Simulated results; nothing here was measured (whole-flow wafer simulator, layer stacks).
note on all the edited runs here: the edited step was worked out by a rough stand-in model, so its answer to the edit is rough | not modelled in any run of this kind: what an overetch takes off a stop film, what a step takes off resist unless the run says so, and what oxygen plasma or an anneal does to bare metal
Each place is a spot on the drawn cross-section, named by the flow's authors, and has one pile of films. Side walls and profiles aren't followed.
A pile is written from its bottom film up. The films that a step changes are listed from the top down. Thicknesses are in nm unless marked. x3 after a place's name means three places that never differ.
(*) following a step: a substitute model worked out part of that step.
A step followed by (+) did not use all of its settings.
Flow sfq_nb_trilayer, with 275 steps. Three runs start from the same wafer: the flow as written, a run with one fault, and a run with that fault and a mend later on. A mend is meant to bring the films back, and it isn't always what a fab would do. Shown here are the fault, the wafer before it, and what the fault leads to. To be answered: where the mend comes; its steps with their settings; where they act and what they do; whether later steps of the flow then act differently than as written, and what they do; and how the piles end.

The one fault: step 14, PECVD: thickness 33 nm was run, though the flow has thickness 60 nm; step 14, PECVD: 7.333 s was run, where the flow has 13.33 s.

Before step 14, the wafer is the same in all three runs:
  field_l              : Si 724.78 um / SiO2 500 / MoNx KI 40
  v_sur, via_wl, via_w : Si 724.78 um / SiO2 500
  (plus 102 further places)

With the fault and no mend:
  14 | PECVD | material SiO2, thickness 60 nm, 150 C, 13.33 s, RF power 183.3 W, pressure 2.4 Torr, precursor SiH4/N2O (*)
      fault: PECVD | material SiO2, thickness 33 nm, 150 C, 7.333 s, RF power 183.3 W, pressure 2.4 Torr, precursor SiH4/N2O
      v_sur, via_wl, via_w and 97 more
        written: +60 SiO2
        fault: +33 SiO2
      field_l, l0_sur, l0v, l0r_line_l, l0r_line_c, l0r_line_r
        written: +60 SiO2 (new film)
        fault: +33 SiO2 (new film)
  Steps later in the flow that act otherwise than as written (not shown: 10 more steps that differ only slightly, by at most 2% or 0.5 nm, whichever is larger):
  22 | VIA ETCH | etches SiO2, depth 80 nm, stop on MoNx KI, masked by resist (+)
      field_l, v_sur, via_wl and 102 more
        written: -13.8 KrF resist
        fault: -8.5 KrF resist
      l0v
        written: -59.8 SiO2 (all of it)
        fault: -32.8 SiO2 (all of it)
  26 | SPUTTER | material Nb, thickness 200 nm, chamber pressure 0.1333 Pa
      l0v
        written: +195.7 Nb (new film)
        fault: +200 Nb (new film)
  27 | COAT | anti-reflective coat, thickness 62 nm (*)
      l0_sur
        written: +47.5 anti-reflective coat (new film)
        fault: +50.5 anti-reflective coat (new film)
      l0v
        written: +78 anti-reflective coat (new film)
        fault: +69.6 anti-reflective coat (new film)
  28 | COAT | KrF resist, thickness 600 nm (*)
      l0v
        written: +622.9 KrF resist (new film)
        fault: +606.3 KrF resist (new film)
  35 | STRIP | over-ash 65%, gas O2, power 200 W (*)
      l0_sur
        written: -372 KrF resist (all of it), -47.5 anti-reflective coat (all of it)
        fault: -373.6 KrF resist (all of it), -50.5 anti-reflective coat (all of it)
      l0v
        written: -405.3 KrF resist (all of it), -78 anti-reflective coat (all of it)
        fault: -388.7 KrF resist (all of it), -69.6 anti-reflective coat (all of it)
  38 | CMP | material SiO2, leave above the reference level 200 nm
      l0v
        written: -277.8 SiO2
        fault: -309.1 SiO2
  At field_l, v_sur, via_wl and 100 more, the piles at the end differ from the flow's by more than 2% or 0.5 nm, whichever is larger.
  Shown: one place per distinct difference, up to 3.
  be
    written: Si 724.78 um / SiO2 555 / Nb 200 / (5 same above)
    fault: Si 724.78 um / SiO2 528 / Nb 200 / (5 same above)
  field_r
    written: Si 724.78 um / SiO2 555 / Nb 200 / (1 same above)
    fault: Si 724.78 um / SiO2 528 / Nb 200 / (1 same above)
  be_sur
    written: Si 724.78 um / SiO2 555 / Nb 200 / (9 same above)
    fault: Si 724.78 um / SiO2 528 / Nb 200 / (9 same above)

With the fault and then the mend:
  The mend stands after step 20.
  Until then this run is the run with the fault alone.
  20a | STRIP | over-ash 65%, gas O2, power 200 W (*)
      p4_fl x3, p4_w1 x9, p4_g1 x2 and 59 more
        -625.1 KrF resist (all of it), -62 anti-reflective coat (all of it)
      jj_sur, ce_l, c5j, ce_r, sp_r, be_r, r_sur
        -632 KrF resist (all of it), -63.7 anti-reflective coat (all of it)
      be, moat
        -632.3 KrF resist (all of it), -63.8 anti-reflective coat (all of it)
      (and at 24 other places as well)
  20b | PECVD | material SiO2, thickness 27 nm, 150 C, 6 s, RF power 183.3 W, pressure 2.4 Torr, precursor SiH4/N2O (a further turn of the flow's step 14, with different settings)
      field_l, v_sur, via_wl and 103 more
        +27 SiO2
  20c | COAT | anti-reflective coat, thickness 62 nm (*) (a further turn of the flow's step 15)
      p4_fl x3, p4_w1 x9, p4_g1 x2 and 59 more
        +62 anti-reflective coat (new film)
      be_sur, gap, jj_sur and 8 more
        +63.7 anti-reflective coat (new film)
      wire, be, moat, field_r, lsp_l
        +63.8 anti-reflective coat (new film)
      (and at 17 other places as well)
  20d | COAT | KrF resist, thickness 650 nm (*) (a further turn of the flow's step 16)
      p4_fl x3, p4_w1 x9, p4_g1 x2 and 59 more
        +650 KrF resist (new film)
      jj_sur, ce_l, c5j, ce_r, sp_r, be_r, r_sur
        +656.9 KrF resist (new film)
      v_sur, via_wr
        +659.5 KrF resist (new film)
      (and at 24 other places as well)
  20e | SOFTBAKE | KrF resist (a further turn of the flow's step 17)
      alters no film at any place that is followed
  20f | EXPOSE | photomask L0V, dose 12.41 mJ/cm2, NA 0.6, wavelength 248 nm (*) (a further turn of the flow's step 18)
      alters no film at any place that is followed
  20g | PEB | KrF resist, 90 s (a further turn of the flow's step 19)
      p4_fl x3, p4_w1 x9, p4_g1 x2 and 59 more
        -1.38 KrF resist
      via_v, wire, be and 15 more
        -1.39 KrF resist
      v_sur, via_w, via_wr, via_sp, lsp_m, ln_m6, lsp_r
        -1.4 KrF resist
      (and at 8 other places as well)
  20h | DEVELOP | KrF resist, thickness 650 nm, 60 s (a further turn of the flow's step 20)
      field_l, v_sur, via_wl and 102 more
        -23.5 KrF resist
      l0v
        -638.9 KrF resist (all of it)
  Later steps of the flow that are run all act as written at every place that is followed, up to a difference of at most 2% or 0.5 nm, whichever is larger.
  At every place that both follow, the piles at the end match the flow's.
